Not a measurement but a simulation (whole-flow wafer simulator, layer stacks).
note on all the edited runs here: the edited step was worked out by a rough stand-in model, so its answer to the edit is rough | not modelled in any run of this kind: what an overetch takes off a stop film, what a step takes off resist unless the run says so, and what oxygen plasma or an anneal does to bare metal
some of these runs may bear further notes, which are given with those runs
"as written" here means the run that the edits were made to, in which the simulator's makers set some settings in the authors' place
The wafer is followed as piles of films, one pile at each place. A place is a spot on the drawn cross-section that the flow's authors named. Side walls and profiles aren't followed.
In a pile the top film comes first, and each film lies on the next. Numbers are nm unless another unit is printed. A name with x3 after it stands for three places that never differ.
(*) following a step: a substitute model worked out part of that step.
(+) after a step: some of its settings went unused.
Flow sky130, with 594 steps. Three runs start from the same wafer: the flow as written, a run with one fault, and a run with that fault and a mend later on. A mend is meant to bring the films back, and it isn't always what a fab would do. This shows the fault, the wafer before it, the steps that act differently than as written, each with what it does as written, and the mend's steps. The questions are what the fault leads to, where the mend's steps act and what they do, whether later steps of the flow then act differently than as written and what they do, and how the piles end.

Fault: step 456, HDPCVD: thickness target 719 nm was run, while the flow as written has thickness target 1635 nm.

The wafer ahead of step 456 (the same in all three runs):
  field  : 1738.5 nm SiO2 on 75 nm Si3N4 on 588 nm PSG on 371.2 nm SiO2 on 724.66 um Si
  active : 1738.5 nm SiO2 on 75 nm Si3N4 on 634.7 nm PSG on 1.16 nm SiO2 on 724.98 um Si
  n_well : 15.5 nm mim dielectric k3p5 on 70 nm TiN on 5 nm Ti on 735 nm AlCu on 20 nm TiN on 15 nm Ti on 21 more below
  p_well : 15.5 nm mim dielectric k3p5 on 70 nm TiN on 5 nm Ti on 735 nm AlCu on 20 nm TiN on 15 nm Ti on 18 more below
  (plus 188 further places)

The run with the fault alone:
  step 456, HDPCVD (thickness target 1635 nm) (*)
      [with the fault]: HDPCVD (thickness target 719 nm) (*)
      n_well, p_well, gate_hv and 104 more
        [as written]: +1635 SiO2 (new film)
        [with the fault]: +719 SiO2 (new film)
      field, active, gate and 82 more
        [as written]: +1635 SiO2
        [with the fault]: +719 SiO2
  Steps further on in the flow that do not act as written (not shown: 26 more steps that differ only slightly, by at most 2% or 0.5 nm, whichever is larger):
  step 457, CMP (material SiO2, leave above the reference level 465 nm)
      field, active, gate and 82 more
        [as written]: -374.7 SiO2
        [with the fault]: nothing
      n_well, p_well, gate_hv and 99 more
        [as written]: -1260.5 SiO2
        [with the fault]: -344.5 SiO2
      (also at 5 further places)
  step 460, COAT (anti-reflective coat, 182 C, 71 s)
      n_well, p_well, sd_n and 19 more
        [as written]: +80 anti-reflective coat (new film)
        [with the fault]: +3 anti-reflective coat (new film)
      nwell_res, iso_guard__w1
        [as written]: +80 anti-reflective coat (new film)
        [with the fault]: +7.27 anti-reflective coat (new film)
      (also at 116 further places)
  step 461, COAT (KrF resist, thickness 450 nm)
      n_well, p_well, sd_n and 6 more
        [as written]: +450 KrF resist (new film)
        [with the fault]: +3 KrF resist (new film)
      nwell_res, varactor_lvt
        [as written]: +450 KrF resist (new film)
        [with the fault]: +283.1 KrF resist (new film)
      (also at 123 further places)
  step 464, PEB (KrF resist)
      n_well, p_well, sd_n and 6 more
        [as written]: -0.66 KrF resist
        [with the fault]: nothing
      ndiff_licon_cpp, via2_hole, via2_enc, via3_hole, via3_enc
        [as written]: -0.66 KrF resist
        [with the fault]: -0.11 KrF resist
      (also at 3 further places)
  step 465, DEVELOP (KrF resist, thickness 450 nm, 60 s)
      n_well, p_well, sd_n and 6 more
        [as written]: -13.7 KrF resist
        [with the fault]: nothing
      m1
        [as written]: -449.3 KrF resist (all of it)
        [with the fault]: -215.8 KrF resist (all of it)
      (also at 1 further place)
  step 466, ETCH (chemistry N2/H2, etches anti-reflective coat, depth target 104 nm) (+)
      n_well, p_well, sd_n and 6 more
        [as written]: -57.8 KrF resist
        [with the fault]: -3 KrF resist (all of it), -3 anti-reflective coat (all of it), -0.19 SiO2
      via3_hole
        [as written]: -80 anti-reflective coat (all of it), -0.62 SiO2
        [with the fault]: -16 anti-reflective coat (all of it)
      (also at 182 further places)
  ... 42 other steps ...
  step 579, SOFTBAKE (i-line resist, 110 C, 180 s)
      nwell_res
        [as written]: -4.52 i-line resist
        [with the fault]: -4 i-line resist
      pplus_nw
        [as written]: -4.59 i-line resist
        [with the fault]: -4.06 i-line resist
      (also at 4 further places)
  At field, active, gate and 84 more, the piles at the end differ from the flow's by more than 2% or 0.5 nm, whichever is larger.
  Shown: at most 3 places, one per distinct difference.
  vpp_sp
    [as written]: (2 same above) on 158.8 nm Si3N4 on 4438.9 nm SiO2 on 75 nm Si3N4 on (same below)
    [with the fault]: (2 same above) on 158.8 nm Si3N4 on 1577.6 nm SiO2 on 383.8 nm W on 20 nm TiN on 2457.5 nm SiO2 on 75 nm Si3N4 on (same below)
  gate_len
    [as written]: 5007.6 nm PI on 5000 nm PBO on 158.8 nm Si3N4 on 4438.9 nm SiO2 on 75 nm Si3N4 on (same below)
    [with the fault]: 5007.4 nm PI on 5000 nm PBO on 158.8 nm Si3N4 on 1577.6 nm SiO2 on 383.8 nm W on 20 nm TiN on 2457.5 nm SiO2 on 75 nm Si3N4 on (same below)
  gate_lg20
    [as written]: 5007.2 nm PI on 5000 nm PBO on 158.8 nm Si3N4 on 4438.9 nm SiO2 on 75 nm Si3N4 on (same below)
    [with the fault]: 5007 nm PI on 5000 nm PBO on 158.8 nm Si3N4 on 1577.6 nm SiO2 on 383.8 nm W on 20 nm TiN on 2457.5 nm SiO2 on 75 nm Si3N4 on (same below)

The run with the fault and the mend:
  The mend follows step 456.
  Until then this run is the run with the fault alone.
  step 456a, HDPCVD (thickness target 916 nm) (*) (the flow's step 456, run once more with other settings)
      field, active, n_well and 189 more
        +916 SiO2
  Every later step of the flow that is run acts as written at every place that is followed.
  The piles end the same as the flow's at every place that both follow.
